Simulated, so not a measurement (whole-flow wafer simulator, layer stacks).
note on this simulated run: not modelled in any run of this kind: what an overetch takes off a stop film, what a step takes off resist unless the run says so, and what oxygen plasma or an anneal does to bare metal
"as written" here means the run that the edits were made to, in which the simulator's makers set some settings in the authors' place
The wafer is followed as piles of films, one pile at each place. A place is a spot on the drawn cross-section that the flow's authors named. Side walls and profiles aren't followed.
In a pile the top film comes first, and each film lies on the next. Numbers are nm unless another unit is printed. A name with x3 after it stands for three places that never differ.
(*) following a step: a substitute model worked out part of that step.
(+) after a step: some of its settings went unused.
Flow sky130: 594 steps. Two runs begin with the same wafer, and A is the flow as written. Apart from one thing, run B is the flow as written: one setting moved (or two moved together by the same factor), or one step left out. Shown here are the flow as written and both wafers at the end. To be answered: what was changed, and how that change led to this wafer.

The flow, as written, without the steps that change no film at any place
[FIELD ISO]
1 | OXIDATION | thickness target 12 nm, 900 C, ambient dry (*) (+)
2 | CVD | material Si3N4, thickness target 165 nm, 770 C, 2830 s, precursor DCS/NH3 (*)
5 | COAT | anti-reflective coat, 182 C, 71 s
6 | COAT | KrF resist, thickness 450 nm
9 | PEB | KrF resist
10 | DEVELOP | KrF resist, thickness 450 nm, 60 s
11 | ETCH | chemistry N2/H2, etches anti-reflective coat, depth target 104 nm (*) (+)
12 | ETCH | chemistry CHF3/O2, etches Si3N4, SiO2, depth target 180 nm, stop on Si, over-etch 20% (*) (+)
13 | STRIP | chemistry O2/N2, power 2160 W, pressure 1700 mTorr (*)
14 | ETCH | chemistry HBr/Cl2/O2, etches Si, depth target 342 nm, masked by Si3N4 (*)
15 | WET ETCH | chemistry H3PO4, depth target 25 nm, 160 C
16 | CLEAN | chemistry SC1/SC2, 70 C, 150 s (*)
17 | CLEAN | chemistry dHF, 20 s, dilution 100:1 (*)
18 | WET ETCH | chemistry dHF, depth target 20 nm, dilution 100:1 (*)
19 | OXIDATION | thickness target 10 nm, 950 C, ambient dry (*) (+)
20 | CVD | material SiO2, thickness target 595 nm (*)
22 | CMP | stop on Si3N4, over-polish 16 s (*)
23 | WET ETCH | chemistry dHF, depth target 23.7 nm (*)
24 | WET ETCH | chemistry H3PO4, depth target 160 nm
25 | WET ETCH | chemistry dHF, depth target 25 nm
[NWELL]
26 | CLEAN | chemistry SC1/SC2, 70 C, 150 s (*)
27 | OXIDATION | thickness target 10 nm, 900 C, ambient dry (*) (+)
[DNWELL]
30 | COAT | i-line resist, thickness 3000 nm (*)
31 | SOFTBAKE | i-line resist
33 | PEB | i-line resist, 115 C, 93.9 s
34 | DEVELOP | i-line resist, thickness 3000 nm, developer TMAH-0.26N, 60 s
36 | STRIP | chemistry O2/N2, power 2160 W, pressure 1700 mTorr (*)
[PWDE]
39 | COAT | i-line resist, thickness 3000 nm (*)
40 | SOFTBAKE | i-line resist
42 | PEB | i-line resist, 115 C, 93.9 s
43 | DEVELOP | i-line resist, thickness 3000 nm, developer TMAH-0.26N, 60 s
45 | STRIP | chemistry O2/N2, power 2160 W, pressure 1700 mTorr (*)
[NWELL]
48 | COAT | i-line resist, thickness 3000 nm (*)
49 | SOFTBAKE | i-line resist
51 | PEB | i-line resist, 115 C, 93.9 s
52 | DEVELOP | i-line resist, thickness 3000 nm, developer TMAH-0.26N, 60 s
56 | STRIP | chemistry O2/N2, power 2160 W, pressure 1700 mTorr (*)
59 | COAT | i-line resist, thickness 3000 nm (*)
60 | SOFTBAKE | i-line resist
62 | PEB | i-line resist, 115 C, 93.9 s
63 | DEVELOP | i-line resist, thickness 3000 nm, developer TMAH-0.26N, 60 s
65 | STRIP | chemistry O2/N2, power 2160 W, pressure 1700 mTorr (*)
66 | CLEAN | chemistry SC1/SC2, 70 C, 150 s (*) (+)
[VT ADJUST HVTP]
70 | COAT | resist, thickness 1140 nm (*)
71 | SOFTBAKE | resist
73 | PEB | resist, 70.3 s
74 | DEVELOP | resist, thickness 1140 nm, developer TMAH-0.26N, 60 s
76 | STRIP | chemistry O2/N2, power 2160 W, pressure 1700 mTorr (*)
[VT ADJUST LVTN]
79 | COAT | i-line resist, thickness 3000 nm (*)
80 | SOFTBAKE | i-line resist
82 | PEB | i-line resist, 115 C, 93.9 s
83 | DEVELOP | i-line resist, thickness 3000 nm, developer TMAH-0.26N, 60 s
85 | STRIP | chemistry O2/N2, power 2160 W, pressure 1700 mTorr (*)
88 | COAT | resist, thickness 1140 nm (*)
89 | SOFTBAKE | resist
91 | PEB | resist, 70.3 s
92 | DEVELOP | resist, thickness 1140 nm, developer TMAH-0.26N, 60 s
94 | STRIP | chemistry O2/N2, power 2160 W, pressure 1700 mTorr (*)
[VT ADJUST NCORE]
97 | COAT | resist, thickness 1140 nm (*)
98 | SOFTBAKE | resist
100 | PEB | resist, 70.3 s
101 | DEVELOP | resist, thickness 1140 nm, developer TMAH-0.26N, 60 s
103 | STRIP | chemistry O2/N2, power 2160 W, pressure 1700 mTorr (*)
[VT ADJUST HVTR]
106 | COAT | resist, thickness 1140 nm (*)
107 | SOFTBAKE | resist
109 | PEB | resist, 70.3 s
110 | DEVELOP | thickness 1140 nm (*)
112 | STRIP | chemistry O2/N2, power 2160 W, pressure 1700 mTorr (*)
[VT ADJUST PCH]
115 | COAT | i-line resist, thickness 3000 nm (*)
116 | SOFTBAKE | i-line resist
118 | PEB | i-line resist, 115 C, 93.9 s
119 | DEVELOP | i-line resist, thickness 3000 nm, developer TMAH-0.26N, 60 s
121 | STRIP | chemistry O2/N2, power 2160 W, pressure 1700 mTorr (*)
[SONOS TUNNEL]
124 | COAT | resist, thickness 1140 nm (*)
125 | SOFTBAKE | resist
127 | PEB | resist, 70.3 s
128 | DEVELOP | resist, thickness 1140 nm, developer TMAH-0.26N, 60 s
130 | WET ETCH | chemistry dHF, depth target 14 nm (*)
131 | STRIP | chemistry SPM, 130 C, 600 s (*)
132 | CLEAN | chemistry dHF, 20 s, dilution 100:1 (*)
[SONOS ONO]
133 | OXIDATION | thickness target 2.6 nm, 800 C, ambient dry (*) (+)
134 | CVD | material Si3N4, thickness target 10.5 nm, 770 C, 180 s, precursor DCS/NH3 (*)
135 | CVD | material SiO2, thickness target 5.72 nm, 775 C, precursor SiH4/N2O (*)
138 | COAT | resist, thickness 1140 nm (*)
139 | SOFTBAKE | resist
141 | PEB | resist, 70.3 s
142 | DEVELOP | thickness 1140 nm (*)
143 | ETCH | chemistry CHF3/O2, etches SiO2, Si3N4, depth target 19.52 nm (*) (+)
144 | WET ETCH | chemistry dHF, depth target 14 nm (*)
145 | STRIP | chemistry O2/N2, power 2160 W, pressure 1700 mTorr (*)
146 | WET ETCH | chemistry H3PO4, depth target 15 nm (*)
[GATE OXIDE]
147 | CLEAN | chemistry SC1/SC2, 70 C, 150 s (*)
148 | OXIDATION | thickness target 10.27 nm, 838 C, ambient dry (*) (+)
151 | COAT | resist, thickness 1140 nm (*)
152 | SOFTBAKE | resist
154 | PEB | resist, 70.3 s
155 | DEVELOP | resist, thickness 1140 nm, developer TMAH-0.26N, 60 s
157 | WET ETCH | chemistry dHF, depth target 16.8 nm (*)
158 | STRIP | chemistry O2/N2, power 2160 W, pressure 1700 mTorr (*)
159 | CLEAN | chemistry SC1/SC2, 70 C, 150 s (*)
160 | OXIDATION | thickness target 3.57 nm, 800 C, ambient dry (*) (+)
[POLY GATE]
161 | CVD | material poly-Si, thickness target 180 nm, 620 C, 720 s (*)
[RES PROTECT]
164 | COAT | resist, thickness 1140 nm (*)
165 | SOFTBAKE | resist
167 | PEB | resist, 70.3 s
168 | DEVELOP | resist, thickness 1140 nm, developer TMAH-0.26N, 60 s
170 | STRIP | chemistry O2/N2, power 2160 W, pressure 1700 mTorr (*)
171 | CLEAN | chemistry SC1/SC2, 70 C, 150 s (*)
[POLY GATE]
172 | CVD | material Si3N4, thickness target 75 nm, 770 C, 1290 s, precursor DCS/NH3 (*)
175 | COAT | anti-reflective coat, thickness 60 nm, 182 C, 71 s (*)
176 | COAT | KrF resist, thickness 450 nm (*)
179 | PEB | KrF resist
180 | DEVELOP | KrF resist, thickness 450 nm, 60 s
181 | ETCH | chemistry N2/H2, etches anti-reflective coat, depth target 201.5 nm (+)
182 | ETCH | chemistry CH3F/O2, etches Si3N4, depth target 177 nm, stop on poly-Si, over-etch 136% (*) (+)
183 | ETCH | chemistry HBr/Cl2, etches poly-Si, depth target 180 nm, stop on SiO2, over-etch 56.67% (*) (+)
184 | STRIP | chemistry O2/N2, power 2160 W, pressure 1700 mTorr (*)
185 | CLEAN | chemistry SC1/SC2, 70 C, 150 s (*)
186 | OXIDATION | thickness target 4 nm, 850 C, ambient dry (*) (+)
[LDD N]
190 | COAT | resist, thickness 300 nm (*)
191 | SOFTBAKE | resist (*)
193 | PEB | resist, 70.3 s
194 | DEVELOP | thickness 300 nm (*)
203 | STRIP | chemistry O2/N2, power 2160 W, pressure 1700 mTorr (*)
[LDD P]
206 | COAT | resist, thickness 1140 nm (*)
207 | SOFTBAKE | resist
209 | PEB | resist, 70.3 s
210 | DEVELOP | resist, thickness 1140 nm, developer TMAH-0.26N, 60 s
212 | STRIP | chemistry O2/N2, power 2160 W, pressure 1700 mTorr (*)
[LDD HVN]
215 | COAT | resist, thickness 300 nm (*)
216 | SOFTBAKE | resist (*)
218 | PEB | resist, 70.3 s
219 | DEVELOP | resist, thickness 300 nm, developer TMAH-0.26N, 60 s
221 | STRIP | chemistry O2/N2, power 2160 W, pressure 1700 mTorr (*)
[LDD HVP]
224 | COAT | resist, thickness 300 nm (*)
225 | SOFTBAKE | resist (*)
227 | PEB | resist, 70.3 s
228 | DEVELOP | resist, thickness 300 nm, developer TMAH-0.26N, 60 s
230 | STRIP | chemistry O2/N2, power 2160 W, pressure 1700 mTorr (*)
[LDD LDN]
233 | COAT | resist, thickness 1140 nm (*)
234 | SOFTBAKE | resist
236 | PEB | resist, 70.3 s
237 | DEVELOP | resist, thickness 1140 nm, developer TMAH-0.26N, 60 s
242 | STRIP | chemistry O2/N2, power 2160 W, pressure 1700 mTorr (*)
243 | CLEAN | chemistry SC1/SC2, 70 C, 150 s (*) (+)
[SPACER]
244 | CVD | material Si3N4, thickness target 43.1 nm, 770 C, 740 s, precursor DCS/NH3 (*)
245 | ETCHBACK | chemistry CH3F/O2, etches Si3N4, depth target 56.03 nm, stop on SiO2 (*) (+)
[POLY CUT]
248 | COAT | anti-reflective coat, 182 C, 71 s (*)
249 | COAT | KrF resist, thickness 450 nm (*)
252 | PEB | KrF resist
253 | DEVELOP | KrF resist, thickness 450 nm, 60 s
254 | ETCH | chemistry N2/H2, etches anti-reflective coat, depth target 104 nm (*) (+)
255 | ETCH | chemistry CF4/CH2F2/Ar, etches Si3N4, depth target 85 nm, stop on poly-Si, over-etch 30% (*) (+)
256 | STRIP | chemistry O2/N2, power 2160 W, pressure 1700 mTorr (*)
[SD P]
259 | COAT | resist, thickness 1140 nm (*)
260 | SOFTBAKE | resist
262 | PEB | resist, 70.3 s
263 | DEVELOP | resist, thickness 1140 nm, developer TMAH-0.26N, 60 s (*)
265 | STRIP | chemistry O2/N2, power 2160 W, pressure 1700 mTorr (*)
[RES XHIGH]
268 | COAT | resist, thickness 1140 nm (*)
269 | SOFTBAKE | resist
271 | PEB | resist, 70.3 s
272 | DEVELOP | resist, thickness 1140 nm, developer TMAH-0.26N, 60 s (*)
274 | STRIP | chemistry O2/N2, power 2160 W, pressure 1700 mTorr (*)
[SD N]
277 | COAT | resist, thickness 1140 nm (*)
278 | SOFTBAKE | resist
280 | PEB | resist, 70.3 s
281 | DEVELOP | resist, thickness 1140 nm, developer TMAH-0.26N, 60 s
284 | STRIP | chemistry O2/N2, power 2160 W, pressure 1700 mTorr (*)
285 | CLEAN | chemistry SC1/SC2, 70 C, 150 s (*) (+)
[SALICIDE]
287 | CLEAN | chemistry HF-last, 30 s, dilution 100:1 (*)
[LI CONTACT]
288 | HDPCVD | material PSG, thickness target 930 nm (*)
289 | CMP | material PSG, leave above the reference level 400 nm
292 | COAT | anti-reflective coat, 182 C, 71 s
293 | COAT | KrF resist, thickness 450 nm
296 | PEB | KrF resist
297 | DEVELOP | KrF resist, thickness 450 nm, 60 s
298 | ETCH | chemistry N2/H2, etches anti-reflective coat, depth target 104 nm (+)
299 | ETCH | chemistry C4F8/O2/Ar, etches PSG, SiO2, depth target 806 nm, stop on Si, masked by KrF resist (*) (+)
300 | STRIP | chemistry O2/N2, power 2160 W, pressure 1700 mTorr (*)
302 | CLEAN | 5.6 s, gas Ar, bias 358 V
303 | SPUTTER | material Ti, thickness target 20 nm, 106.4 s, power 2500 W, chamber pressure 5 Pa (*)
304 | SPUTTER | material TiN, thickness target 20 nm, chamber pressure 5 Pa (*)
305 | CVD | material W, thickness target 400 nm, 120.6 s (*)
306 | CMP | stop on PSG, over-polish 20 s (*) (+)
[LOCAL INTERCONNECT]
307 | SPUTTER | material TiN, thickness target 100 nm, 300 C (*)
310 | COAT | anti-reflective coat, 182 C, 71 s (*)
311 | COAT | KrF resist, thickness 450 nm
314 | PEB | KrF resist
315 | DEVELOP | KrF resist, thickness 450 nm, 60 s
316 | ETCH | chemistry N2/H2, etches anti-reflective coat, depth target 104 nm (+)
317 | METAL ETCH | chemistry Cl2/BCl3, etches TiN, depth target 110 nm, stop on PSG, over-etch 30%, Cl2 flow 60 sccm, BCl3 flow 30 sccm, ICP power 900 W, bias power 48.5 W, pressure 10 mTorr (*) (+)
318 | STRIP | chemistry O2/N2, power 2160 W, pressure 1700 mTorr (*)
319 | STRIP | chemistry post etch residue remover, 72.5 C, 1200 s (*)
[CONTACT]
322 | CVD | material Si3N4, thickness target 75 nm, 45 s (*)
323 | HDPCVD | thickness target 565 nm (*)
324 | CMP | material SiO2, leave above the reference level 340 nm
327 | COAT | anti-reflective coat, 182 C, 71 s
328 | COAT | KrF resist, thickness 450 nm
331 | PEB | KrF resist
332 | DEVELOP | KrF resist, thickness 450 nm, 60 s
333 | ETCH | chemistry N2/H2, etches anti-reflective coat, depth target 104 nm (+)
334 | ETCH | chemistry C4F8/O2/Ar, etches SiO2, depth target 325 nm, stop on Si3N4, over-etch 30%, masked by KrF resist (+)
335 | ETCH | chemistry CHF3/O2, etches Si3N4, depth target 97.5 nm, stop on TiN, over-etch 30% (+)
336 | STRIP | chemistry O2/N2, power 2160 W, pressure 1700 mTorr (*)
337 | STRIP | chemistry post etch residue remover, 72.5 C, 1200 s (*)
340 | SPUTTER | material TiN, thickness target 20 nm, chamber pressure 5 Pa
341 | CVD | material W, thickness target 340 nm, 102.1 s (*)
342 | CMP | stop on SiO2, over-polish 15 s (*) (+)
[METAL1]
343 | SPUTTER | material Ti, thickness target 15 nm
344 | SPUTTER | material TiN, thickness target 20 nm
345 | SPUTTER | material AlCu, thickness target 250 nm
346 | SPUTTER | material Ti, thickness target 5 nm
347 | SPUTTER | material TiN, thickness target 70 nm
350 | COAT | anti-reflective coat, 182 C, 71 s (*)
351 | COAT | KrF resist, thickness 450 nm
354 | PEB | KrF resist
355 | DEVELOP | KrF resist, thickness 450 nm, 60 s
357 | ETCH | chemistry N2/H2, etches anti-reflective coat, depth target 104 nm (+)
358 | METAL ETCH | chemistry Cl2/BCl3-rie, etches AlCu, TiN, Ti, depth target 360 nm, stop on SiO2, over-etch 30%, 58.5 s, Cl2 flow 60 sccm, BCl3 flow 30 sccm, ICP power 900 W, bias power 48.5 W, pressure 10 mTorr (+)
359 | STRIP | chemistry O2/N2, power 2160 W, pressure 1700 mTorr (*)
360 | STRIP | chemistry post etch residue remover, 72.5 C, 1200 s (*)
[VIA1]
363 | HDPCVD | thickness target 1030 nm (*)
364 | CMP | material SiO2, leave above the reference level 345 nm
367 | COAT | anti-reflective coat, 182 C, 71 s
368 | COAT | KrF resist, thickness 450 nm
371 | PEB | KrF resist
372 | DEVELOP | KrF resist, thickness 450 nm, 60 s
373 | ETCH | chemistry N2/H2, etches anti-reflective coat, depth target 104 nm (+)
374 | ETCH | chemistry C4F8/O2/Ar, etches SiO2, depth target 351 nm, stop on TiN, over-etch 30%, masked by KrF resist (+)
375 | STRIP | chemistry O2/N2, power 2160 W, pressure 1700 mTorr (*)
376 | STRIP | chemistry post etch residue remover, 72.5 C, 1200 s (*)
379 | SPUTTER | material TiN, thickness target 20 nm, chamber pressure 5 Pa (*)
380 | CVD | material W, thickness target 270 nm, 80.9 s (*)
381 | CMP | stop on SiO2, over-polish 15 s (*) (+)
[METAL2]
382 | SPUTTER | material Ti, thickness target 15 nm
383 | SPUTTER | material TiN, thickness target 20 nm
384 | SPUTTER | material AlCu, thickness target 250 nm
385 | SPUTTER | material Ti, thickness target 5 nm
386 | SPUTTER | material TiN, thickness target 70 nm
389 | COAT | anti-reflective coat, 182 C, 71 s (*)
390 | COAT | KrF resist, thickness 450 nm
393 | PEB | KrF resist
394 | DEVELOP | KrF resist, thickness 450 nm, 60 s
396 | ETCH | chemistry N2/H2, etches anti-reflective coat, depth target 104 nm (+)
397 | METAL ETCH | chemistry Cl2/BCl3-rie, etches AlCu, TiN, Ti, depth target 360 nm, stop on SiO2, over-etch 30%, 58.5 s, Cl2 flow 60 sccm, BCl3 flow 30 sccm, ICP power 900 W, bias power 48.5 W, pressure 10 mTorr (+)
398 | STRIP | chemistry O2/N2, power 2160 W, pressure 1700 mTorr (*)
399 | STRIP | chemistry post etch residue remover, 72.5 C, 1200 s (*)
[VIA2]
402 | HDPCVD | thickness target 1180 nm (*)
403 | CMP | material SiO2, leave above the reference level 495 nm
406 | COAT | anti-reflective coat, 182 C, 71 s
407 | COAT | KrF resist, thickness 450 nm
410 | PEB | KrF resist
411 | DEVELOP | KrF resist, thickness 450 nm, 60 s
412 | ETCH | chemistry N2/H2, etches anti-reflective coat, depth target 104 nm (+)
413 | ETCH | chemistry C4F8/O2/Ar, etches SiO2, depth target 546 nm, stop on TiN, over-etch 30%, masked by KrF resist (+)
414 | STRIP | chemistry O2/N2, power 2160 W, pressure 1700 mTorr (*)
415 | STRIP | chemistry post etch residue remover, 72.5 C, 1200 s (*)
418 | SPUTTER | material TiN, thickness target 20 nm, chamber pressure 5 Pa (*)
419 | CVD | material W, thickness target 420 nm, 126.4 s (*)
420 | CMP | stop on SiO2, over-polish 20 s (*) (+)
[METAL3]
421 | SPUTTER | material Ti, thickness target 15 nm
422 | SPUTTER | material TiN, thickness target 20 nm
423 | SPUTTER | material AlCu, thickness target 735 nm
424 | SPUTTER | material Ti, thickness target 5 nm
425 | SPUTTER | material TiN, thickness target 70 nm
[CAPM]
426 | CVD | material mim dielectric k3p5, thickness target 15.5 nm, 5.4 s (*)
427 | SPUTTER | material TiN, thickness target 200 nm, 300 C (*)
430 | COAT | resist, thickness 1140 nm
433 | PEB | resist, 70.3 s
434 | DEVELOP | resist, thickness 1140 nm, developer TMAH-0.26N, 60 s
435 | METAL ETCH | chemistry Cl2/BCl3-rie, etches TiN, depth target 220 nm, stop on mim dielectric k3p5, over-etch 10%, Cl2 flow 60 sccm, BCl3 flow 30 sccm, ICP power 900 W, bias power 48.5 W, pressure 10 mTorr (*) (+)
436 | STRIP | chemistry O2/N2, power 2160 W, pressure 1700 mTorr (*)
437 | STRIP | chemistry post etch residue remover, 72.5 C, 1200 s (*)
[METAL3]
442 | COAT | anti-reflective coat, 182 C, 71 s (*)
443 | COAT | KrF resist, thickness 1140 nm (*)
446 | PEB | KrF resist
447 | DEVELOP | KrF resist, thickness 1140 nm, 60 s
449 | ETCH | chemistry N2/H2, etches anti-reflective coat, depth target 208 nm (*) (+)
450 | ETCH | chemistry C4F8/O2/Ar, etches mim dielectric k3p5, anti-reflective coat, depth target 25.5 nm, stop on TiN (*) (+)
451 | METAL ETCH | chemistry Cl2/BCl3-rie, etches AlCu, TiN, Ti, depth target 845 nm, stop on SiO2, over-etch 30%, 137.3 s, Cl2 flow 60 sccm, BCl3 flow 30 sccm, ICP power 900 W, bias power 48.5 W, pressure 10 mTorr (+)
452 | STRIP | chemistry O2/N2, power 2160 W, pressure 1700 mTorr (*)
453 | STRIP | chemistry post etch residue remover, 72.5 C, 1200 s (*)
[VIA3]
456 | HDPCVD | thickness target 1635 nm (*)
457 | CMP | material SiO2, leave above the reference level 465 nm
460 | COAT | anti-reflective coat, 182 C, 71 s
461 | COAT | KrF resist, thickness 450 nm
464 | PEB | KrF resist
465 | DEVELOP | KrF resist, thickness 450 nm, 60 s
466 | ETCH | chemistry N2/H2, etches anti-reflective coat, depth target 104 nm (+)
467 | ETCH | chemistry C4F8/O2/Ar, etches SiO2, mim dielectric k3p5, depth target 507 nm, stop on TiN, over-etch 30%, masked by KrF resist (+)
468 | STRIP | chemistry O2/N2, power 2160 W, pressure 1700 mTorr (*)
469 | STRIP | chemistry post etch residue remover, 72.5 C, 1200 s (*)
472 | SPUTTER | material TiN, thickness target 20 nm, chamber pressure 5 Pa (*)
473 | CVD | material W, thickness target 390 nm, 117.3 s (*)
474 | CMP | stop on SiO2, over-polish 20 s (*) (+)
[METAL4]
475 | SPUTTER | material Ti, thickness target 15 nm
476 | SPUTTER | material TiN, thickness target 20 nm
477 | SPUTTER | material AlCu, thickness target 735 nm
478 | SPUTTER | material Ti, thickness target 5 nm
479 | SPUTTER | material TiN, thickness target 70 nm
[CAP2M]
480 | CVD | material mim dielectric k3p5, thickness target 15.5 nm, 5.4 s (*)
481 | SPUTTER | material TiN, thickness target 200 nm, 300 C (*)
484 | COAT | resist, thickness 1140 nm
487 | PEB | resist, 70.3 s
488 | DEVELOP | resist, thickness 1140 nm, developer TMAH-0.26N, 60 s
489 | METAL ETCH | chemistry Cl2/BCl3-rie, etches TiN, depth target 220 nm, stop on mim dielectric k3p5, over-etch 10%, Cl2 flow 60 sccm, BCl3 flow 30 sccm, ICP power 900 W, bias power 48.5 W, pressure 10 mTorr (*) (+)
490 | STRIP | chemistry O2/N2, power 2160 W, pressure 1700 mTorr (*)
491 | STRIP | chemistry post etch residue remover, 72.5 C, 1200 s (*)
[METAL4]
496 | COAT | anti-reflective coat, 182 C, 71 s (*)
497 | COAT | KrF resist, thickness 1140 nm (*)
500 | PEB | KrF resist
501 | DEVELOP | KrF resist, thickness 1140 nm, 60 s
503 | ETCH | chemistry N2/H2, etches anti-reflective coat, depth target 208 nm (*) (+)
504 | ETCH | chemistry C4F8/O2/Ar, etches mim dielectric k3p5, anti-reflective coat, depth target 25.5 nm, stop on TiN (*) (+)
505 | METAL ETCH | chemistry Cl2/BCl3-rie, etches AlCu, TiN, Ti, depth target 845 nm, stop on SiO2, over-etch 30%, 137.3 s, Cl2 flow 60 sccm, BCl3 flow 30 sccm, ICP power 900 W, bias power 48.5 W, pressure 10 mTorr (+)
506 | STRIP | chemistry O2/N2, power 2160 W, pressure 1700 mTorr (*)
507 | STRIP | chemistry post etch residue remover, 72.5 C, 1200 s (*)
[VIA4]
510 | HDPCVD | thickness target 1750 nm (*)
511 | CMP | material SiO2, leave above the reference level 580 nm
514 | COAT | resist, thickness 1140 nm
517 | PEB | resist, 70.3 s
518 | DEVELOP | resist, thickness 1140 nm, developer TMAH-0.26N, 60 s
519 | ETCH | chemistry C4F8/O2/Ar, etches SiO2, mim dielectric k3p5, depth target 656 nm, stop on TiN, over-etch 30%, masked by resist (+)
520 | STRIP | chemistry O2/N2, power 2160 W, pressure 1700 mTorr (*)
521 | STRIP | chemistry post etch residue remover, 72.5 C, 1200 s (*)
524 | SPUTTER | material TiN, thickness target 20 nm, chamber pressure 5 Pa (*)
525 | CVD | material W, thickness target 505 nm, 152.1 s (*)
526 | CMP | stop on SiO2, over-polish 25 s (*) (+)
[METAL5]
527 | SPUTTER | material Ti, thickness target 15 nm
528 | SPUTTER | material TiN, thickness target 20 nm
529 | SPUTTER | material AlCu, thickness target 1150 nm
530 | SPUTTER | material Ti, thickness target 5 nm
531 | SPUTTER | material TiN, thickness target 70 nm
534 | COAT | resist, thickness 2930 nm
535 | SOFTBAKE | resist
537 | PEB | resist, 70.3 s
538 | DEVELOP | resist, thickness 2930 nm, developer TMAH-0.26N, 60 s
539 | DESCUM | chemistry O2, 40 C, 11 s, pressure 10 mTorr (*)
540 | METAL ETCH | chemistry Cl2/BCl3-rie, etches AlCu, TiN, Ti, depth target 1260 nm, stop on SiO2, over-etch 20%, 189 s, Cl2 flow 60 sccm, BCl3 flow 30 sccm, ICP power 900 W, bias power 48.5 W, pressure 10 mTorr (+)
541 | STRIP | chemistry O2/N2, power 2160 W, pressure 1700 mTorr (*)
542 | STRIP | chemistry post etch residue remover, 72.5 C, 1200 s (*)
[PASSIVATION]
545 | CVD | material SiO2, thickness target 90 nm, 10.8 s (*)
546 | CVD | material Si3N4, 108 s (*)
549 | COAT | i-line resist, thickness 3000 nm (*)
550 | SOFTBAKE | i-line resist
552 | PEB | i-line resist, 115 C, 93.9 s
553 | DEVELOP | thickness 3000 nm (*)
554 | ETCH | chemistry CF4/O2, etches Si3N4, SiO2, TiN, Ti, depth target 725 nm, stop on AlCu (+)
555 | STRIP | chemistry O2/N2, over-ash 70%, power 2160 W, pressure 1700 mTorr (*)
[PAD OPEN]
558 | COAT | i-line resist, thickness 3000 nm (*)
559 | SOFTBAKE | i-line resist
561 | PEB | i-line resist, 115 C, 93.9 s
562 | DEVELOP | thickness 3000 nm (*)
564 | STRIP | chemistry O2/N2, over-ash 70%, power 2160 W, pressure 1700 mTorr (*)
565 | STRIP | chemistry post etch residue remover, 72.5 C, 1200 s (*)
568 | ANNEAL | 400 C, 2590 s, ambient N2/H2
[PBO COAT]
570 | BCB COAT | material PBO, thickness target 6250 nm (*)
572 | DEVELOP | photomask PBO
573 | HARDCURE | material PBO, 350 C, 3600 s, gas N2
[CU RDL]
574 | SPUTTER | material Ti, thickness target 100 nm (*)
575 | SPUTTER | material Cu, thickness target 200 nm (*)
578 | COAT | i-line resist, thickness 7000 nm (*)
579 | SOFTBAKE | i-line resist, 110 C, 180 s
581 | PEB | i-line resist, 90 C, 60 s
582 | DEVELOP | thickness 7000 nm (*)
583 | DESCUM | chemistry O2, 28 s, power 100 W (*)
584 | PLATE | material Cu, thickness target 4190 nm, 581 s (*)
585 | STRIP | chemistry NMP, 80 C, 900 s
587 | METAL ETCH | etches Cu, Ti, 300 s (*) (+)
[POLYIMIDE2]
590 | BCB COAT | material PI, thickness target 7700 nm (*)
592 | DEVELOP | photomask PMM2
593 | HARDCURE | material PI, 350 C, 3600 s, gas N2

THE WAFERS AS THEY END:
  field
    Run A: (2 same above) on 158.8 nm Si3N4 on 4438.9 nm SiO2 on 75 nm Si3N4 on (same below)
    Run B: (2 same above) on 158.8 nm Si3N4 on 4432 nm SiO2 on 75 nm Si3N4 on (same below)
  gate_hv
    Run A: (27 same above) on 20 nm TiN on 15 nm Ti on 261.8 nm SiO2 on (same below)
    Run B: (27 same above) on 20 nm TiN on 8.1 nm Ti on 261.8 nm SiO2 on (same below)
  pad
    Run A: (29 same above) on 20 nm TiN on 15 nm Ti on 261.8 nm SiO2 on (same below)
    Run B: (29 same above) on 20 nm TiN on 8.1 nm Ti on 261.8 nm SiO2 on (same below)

The reason: step 343, SPUTTER: thickness target 8.1 nm was run, while the flow as written has thickness target 15 nm.
One can read it off the wafer: gate_hv has Ti 8.1, and step 343 as written asks for 15 nm.

How this came from the change, step by step:
  343 | SPUTTER | material Ti, thickness target 15 nm
      field, active, n_well and 188 more: A Ti gains 15 (new film) | B Ti gains 8.1 (new film)
  358 | METAL ETCH | chemistry Cl2/BCl3-rie, etches AlCu, TiN, Ti, depth target 360 nm, stop on SiO2, over-etch 30%, 58.5 s, Cl2 flow 60 sccm, BCl3 flow 30 sccm, ICP power 900 W, bias power 48.5 W, pressure 10 mTorr (+)
      field, active, gate and 81 more: A TiN loses 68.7 (all of it), Ti loses 5 (all of it), AlCu loses 250 (all of it), TiN loses 20 (all of it), Ti loses 15 (all of it), SiO2 loses 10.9 | B TiN loses 68.7 (all of it), Ti loses 5 (all of it), AlCu loses 250 (all of it), TiN loses 20 (all of it), Ti loses 8.1 (all of it), SiO2 loses 11.6
